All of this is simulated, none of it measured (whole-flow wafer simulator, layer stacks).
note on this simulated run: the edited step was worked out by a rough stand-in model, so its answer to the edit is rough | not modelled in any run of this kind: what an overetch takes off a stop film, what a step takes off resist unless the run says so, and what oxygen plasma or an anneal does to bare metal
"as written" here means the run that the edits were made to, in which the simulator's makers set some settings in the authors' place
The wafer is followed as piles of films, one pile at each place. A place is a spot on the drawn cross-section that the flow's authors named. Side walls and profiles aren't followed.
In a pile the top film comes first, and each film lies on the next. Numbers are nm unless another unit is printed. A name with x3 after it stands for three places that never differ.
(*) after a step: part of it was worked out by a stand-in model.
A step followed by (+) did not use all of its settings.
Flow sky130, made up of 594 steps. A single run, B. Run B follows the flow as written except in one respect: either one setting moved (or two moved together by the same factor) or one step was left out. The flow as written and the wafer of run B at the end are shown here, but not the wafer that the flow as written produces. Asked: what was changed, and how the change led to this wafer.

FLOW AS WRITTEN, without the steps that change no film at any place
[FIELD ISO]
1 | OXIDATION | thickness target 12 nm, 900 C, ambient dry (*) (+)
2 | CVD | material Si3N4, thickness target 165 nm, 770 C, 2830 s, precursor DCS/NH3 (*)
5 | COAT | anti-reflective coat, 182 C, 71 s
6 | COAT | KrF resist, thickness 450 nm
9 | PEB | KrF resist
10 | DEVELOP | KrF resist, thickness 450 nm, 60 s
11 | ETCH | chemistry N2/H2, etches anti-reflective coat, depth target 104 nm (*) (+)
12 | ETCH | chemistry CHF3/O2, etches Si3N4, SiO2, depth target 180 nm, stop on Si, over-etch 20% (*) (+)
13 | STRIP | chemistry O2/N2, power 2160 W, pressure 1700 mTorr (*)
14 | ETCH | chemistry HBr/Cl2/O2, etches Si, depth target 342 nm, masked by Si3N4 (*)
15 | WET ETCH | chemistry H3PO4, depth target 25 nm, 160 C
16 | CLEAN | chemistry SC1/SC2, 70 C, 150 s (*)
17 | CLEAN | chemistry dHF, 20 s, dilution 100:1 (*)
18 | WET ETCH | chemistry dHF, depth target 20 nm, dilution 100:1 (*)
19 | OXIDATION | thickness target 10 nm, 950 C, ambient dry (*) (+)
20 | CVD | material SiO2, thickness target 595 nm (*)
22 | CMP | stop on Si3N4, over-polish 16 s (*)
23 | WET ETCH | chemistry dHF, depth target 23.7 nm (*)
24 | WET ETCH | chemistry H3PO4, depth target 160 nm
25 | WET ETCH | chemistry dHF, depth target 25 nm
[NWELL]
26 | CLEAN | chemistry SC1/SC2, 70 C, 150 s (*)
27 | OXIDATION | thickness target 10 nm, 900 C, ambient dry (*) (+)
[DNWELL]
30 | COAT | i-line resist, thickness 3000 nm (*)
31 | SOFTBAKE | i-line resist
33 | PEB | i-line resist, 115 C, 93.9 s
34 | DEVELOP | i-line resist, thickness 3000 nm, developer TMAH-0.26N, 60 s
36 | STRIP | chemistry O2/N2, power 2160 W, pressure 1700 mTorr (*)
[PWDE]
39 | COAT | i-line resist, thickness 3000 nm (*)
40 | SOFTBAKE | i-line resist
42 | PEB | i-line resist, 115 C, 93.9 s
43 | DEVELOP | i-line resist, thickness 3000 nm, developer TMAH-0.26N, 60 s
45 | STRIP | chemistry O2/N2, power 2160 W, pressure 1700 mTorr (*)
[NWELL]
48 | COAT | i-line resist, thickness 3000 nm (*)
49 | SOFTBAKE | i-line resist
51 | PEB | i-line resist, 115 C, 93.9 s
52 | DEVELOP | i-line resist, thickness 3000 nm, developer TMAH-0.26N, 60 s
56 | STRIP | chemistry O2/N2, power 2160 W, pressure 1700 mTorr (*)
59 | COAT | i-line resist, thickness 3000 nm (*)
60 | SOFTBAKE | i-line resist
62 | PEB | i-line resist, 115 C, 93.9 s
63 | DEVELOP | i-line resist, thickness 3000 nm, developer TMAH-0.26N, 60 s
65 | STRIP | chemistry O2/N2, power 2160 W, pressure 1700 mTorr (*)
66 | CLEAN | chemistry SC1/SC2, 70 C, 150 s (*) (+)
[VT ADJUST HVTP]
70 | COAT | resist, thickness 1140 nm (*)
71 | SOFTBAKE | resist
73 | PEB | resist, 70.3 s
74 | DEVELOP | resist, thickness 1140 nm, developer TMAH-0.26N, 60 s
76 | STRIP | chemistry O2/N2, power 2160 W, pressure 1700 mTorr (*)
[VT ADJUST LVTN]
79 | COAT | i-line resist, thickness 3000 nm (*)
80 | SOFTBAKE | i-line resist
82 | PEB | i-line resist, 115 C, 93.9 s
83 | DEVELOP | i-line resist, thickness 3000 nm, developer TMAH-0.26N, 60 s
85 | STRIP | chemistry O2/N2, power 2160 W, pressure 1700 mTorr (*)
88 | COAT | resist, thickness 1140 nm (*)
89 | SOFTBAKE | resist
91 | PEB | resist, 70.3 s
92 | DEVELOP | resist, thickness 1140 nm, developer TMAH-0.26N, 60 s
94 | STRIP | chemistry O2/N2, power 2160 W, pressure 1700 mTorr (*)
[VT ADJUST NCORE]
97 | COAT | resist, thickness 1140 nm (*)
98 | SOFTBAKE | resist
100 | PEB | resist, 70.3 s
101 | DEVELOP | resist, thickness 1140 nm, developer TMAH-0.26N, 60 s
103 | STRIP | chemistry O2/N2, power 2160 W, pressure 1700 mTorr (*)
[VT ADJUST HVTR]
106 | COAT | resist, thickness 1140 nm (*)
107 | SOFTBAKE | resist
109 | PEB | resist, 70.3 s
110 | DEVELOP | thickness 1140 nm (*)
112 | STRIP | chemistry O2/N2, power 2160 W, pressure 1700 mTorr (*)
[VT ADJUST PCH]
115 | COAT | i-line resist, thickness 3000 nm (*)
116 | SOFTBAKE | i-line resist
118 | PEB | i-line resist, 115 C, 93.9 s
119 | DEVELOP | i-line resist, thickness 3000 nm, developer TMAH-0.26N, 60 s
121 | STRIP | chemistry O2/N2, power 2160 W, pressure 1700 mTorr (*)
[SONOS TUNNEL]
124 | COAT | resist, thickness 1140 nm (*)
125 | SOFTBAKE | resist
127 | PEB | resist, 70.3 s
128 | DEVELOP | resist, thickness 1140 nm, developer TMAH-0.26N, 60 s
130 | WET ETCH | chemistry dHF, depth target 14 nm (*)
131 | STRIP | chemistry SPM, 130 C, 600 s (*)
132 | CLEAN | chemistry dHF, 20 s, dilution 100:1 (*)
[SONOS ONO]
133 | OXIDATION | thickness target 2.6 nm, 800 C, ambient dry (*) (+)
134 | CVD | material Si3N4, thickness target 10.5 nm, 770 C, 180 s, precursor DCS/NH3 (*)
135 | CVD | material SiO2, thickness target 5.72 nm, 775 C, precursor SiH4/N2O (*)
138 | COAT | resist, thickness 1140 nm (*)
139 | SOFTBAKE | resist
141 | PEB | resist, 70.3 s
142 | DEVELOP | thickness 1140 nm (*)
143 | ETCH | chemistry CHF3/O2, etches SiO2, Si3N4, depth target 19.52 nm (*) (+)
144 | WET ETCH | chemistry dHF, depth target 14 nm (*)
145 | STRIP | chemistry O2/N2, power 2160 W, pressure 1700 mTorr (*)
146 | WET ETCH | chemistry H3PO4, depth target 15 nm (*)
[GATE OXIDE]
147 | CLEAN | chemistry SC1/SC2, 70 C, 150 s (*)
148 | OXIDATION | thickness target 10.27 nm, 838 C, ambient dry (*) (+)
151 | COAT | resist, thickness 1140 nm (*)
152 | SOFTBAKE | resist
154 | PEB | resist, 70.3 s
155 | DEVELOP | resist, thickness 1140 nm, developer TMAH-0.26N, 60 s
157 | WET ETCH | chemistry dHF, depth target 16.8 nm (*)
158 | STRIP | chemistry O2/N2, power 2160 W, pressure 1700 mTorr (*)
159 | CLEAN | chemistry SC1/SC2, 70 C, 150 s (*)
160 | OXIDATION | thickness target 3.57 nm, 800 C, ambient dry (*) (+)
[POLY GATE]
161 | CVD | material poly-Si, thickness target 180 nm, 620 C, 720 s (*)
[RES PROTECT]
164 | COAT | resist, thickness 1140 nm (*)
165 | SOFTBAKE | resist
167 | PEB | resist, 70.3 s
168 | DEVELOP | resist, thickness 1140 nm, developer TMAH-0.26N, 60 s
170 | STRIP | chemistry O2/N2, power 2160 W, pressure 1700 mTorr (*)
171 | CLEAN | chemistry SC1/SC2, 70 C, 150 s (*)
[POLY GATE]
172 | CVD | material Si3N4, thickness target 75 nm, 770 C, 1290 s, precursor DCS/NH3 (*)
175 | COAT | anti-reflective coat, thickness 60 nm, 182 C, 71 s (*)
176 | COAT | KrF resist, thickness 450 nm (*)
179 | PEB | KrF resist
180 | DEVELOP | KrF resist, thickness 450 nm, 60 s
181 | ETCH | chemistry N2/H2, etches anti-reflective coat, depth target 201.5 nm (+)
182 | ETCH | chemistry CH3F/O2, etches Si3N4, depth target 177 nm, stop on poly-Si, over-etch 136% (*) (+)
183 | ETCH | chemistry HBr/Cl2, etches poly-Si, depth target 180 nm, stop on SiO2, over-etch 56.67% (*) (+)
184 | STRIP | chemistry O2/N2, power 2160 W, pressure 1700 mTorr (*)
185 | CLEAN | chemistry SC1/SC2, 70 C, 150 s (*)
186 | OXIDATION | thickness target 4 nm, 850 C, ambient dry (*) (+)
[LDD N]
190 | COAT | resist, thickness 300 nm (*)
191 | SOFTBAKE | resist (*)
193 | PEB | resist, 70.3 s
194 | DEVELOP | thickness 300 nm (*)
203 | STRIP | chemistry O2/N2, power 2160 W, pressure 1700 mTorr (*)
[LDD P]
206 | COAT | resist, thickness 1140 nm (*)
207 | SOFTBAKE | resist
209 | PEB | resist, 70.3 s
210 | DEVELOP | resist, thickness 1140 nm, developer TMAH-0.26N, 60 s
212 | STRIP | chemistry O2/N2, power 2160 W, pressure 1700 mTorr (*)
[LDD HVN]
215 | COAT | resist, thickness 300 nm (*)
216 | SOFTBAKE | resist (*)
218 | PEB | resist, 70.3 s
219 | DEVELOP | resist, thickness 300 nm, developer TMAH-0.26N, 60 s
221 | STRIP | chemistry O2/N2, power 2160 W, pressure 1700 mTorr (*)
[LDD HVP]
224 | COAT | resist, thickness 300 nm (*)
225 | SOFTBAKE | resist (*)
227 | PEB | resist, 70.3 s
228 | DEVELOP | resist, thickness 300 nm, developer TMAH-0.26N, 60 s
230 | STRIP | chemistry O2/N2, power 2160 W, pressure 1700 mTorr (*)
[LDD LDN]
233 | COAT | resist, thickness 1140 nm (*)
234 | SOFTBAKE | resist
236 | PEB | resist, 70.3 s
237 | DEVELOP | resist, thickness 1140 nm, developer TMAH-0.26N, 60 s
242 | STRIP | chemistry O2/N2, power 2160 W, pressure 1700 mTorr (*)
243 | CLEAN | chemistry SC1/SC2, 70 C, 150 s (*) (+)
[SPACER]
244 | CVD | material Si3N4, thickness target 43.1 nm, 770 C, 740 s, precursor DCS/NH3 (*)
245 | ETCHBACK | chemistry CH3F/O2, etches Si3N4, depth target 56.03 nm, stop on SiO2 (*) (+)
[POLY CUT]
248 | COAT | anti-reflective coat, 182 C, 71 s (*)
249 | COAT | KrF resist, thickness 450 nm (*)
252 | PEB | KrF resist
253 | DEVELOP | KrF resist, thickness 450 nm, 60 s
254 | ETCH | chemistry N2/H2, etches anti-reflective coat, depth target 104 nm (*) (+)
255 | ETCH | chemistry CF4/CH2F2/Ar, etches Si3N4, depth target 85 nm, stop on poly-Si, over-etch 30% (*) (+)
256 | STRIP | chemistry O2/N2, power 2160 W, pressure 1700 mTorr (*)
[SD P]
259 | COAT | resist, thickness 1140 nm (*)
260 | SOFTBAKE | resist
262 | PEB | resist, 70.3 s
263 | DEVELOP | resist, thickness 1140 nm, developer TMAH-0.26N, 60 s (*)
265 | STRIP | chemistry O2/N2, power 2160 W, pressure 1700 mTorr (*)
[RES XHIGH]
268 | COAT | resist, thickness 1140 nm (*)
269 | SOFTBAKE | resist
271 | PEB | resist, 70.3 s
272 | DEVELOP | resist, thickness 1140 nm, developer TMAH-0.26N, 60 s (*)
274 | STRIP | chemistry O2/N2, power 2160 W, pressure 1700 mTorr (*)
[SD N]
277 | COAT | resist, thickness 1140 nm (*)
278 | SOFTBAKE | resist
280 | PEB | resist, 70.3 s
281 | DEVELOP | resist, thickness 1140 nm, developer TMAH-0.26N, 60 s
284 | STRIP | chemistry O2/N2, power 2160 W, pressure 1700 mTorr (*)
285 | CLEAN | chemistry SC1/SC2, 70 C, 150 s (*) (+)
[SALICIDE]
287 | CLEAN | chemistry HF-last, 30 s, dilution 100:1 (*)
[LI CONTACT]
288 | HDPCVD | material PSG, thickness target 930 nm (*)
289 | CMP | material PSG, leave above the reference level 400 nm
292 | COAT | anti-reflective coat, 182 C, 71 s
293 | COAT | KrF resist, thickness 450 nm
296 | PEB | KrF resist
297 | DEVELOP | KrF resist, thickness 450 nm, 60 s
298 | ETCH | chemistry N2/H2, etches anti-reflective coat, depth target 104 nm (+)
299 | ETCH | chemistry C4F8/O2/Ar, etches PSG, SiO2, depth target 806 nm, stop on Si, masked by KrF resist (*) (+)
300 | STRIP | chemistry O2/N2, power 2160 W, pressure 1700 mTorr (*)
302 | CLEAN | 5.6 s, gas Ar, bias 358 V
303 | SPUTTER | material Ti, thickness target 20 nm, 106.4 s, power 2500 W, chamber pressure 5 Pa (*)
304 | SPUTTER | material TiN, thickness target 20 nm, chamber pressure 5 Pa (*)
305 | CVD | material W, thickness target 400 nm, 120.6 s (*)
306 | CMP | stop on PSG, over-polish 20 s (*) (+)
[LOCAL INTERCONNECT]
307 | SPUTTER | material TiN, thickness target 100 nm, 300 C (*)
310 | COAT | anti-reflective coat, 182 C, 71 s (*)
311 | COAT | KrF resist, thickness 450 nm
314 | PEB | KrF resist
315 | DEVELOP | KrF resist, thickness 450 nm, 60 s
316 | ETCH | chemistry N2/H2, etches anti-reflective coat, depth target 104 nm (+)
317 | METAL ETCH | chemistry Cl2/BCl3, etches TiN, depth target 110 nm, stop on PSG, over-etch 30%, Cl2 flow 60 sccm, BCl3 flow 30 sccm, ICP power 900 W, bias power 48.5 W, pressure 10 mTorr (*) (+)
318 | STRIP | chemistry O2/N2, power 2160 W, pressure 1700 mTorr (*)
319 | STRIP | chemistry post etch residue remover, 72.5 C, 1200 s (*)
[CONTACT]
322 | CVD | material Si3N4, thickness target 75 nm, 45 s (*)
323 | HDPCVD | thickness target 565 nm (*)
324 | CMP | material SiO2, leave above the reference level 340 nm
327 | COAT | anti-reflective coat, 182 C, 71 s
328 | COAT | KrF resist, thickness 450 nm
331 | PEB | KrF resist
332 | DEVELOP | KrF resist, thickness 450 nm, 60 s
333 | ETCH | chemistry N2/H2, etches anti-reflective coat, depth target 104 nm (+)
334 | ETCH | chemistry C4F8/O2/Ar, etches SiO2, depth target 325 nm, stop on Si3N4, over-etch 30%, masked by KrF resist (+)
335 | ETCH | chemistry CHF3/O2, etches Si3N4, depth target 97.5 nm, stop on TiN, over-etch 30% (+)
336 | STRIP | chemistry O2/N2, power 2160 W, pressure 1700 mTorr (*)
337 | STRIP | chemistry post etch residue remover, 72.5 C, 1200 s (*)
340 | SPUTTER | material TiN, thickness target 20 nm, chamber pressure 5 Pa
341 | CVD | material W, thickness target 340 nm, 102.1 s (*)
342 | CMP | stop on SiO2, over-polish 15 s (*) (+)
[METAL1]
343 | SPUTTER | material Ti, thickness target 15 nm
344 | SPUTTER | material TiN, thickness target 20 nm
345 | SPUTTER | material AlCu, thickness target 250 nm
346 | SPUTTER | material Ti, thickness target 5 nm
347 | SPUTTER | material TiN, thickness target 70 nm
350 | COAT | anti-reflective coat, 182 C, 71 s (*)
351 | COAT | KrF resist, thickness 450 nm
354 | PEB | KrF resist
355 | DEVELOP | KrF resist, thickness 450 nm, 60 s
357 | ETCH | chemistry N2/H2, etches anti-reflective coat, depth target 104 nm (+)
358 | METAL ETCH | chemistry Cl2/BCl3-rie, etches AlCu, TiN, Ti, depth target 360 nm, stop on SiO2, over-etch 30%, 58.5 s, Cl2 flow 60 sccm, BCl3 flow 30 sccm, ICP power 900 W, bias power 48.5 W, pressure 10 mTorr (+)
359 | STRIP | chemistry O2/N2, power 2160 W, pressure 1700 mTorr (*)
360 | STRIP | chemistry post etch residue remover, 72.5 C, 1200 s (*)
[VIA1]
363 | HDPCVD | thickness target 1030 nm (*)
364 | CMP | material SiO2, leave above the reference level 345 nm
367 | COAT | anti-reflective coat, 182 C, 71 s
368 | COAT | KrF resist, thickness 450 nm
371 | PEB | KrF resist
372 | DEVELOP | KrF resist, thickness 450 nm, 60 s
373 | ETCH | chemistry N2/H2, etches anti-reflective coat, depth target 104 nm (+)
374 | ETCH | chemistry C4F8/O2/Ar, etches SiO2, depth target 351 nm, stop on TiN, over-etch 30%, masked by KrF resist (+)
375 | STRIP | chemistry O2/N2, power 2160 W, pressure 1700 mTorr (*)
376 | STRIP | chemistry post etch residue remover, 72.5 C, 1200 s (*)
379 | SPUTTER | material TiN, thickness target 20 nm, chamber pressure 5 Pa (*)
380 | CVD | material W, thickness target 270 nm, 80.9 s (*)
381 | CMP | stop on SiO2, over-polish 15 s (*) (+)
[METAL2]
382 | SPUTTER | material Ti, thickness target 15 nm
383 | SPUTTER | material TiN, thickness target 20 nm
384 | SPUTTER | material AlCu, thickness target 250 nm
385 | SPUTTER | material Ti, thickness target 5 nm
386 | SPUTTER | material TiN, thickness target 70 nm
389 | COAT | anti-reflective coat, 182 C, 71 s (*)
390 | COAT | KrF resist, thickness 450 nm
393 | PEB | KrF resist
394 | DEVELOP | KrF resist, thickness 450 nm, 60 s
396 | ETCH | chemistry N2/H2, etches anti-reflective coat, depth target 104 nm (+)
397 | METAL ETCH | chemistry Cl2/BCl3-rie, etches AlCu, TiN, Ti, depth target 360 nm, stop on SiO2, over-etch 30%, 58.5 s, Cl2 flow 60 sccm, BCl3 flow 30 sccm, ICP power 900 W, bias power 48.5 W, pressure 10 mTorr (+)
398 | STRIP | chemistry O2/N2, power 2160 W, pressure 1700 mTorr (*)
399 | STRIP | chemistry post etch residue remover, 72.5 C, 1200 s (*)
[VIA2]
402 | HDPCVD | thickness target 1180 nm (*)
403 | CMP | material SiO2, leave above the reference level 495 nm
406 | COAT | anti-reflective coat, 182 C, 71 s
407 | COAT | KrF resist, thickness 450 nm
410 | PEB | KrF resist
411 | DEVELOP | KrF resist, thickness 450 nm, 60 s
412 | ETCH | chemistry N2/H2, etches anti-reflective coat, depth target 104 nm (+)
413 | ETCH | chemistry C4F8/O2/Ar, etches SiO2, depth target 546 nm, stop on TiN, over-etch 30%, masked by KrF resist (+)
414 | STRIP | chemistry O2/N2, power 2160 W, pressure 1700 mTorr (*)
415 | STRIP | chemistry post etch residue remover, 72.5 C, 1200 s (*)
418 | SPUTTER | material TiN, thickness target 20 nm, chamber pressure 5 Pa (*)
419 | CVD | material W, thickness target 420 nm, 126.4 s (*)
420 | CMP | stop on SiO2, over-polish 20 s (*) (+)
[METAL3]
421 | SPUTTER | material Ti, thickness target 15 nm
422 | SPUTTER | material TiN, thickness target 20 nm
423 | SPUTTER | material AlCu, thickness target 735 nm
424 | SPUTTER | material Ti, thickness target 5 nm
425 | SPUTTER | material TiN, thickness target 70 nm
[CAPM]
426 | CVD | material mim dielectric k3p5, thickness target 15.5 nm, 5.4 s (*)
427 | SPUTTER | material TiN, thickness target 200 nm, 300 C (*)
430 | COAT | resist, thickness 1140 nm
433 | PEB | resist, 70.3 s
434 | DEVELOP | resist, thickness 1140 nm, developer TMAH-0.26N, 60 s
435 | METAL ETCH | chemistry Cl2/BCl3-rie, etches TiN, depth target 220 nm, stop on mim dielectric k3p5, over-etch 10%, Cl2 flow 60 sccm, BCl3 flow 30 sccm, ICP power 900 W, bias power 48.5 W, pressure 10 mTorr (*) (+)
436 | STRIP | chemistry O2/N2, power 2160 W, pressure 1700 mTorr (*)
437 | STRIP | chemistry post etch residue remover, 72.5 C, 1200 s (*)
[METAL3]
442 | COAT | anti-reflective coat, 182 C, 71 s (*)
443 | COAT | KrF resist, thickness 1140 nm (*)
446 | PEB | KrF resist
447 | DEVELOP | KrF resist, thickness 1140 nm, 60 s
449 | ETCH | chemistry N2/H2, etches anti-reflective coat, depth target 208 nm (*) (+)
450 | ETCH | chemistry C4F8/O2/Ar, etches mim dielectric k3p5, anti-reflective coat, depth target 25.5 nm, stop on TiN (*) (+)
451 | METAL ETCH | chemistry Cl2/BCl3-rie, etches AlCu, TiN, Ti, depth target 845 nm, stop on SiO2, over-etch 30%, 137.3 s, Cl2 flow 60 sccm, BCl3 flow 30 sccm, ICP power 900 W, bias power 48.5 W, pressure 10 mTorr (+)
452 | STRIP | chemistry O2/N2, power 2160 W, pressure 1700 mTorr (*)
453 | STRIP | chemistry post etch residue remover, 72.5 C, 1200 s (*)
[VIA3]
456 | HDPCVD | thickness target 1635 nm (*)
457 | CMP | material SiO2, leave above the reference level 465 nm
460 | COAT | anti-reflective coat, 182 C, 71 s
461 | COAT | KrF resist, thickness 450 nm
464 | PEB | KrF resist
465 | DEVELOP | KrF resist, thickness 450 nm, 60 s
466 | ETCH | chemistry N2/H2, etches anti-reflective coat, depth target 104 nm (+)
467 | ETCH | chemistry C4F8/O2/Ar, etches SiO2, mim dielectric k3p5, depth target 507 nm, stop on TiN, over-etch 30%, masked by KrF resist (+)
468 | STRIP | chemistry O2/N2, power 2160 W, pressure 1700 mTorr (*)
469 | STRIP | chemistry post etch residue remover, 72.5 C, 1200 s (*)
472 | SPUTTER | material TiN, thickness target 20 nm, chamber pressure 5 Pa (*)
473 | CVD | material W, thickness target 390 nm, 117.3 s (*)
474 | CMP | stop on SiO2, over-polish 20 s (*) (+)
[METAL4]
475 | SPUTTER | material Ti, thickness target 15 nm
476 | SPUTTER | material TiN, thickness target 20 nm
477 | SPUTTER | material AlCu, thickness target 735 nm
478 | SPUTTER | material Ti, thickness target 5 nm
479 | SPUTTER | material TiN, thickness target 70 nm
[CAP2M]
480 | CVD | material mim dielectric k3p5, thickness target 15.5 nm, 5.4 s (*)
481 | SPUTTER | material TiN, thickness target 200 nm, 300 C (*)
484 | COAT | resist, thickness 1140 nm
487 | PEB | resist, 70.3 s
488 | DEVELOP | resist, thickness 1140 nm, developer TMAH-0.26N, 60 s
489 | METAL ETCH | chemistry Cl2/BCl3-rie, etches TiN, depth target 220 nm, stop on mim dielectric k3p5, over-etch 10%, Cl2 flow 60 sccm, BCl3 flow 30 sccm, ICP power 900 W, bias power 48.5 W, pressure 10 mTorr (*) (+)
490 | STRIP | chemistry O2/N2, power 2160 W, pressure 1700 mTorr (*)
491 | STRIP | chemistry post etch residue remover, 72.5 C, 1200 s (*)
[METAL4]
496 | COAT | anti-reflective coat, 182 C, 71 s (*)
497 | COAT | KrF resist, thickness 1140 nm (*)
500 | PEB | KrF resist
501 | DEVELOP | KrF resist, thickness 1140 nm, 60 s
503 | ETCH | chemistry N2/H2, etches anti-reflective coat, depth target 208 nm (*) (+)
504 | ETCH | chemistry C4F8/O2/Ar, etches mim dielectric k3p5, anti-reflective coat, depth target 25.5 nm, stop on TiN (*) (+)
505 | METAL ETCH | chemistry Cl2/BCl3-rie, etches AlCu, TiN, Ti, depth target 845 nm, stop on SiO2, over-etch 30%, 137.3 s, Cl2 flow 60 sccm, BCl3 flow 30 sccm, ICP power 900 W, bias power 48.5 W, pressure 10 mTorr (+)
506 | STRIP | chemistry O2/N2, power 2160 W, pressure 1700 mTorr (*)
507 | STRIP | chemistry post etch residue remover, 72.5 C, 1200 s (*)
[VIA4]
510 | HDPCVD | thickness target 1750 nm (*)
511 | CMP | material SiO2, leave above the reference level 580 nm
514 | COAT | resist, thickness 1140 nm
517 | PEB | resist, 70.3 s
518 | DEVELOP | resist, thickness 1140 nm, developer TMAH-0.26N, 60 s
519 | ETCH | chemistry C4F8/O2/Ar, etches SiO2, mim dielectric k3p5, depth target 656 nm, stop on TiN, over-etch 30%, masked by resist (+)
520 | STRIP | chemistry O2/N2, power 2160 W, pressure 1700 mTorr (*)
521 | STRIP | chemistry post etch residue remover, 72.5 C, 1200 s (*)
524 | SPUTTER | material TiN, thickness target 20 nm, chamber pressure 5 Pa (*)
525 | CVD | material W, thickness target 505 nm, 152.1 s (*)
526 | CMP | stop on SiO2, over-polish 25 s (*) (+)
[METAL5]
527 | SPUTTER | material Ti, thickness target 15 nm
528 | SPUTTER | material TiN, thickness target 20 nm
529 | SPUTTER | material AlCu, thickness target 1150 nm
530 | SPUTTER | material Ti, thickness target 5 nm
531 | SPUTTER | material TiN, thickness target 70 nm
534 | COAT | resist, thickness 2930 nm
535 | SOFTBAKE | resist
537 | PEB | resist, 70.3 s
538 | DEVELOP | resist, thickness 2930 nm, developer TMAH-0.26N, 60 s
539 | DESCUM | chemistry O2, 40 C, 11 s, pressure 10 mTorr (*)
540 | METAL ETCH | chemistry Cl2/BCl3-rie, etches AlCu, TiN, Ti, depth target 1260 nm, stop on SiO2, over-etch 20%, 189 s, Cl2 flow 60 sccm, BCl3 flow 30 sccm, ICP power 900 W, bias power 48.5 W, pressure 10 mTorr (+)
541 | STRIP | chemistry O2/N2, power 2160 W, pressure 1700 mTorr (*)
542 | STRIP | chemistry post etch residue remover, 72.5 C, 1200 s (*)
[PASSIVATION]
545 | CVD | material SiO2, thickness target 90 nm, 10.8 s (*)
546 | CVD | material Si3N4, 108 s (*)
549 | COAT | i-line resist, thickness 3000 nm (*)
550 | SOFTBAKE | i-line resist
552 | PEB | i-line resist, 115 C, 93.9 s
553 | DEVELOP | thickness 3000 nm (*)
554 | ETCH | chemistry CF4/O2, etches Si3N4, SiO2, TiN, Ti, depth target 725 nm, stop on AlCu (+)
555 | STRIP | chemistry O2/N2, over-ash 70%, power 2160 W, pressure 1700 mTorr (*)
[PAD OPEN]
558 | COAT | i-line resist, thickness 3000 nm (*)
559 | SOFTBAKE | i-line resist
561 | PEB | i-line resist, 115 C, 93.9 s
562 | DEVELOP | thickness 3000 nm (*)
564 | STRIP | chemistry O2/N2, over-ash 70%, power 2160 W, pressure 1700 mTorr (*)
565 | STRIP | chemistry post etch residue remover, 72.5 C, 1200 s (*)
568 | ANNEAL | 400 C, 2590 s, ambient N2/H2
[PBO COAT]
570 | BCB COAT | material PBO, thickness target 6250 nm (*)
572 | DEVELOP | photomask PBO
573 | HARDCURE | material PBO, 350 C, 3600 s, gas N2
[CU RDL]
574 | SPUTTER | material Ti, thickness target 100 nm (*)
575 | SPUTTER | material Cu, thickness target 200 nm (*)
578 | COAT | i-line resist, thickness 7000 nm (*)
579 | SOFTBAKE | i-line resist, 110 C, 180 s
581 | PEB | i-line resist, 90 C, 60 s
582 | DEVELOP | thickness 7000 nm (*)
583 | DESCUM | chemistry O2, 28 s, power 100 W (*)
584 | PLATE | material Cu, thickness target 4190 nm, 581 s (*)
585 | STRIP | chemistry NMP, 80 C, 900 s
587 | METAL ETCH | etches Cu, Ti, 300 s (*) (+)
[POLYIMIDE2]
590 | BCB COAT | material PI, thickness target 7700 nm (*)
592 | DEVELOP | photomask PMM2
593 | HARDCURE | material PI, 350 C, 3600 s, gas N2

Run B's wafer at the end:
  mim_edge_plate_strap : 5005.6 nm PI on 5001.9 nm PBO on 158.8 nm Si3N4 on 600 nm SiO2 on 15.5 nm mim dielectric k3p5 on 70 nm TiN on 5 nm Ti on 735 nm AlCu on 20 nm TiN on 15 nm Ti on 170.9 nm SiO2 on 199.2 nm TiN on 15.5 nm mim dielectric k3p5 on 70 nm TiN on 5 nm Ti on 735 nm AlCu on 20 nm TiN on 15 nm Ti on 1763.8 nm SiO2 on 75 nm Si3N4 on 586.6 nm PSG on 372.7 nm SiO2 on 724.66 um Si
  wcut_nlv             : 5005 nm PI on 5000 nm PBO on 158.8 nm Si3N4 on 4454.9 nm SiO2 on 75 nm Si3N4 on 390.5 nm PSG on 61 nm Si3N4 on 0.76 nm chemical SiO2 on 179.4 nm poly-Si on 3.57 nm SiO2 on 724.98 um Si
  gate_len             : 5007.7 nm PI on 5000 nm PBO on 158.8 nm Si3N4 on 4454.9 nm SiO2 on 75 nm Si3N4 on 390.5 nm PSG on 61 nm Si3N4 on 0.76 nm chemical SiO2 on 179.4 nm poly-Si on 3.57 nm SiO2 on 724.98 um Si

What caused this: step 545, CVD: thickness target 101 nm was run, whereas the flow has thickness target 90 nm; step 545, CVD: 12.2 s was run, where the flow has 10.8 s.

Step by step, how the change led to this:
  545 | CVD | material SiO2, thickness target 90 nm, 10.8 s (*)
      field, active, gate and 175 more: SiO2 gains 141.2 (as written it would have been: SiO2 gains 125.2)
      n_well, p_well, sd_n and 12 more: SiO2 gains 141.2 (new film) (as written it would have been: SiO2 gains 125.2 (new film))
  550 | SOFTBAKE | i-line resist
      spacer: i-line resist loses 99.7 (as written it would have been: i-line resist loses 97.5)
      pplus_nw: i-line resist loses 56.9 (as written it would have been: i-line resist loses 55.7)
      (and at 18 other places as well)
  554 | ETCH | chemistry CF4/O2, etches Si3N4, SiO2, TiN, Ti, depth target 725 nm, stop on AlCu (+)
      field, active, n_well and 189 more: i-line resist loses 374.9 (as written it would have been: i-line resist loses 358.9)
      pad: Si3N4 loses 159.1 (all of it), SiO2 loses 141.2 (all of it), TiN loses 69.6 (all of it), Ti loses 5 (all of it) (as written it would have been: Si3N4 loses 159.1 (all of it), SiO2 loses 125.2 (all of it), TiN loses 69.6 (all of it), Ti loses 5 (all of it))
  559 | SOFTBAKE | i-line resist
      pplus_nw: i-line resist loses 56.9 (as written it would have been: i-line resist loses 55.7)
      pwell_dnw: i-line resist loses 29 (as written it would have been: i-line resist loses 28.2)
      (and at 19 other places as well)
  578 | COAT | i-line resist, thickness 7000 nm (*)
      pad: i-line resist gains 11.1 um (new film) (as written it would have been: i-line resist gains 11.08 um (new film))
  582 | DEVELOP | thickness 7000 nm (*)
      pad: i-line resist loses 11.1 um (all of it) (as written it would have been: i-line resist loses 11.08 um (all of it))
